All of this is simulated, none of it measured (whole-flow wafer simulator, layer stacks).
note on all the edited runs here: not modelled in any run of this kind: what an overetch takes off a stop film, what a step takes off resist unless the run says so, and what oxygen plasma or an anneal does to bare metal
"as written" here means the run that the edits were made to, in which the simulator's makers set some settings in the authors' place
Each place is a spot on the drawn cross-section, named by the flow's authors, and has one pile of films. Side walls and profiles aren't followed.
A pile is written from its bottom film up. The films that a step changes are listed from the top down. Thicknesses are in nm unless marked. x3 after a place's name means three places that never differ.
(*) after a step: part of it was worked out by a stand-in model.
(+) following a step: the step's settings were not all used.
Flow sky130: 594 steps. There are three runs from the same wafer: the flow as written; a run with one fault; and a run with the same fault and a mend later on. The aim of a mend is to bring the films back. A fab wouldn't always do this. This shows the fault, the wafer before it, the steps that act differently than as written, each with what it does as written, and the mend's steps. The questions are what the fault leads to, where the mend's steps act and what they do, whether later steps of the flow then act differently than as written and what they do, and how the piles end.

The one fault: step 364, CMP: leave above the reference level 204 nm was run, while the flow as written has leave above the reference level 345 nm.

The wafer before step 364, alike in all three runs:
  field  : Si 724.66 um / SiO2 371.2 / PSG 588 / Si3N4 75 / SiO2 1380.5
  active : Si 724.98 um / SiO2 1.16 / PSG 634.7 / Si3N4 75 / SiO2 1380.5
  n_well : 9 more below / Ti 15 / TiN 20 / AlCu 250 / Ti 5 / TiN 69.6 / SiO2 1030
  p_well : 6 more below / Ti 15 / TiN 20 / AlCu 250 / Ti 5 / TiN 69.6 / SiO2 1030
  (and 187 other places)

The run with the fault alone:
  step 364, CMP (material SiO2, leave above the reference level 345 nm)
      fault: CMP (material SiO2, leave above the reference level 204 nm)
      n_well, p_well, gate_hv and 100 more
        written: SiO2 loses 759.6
        fault: SiO2 loses 900.6
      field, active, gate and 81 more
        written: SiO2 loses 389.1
        fault: SiO2 loses 530.1
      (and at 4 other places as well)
  Steps later in the flow that act otherwise than as written (10 more steps, not shown, differ only slightly: by at most 2% or 0.5 nm, whichever is larger):
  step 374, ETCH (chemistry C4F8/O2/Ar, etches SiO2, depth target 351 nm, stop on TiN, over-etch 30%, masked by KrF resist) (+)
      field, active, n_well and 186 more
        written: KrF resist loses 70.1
        fault: KrF resist loses 33.5
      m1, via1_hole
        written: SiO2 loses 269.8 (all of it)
        fault: SiO2 loses 128.8 (all of it)
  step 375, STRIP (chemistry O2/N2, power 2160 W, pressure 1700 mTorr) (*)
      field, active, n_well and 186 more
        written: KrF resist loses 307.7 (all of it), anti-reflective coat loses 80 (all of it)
        fault: KrF resist loses 344.3 (all of it), anti-reflective coat loses 80 (all of it)
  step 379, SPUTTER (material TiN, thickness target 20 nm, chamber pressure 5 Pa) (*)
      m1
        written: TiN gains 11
        fault: TiN gains 14.1
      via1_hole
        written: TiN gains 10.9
        fault: TiN gains 14.1
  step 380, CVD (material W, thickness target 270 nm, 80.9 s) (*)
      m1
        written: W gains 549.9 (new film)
        fault: W gains 405.7 (new film)
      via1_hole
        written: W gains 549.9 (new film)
        fault: W gains 405.8 (new film)
  At field, active, n_well and 190 more, the piles at the end differ from the flow's by more than 2% or 0.5 nm, whichever is larger.
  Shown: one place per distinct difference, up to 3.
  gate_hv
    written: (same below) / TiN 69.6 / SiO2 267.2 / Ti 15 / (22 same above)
    fault: (same below) / TiN 69.6 / SiO2 126.2 / Ti 15 / (22 same above)
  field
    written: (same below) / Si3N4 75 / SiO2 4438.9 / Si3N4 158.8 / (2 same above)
    fault: (same below) / Si3N4 75 / SiO2 4297.9 / Si3N4 158.8 / (2 same above)
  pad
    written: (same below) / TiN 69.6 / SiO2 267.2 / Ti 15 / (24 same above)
    fault: (same below) / TiN 69.6 / SiO2 126.2 / Ti 15 / (24 same above)

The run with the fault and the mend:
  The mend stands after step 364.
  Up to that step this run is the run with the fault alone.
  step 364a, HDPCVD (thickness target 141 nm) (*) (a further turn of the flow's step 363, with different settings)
      field, active, n_well and 188 more
        SiO2 gains 141
  Every later step of the flow that is run acts as written, at every place that is followed, to within 2% or 0.5 nm, whichever is larger.
  By the end, the piles equal the flow's at every place that both follow.
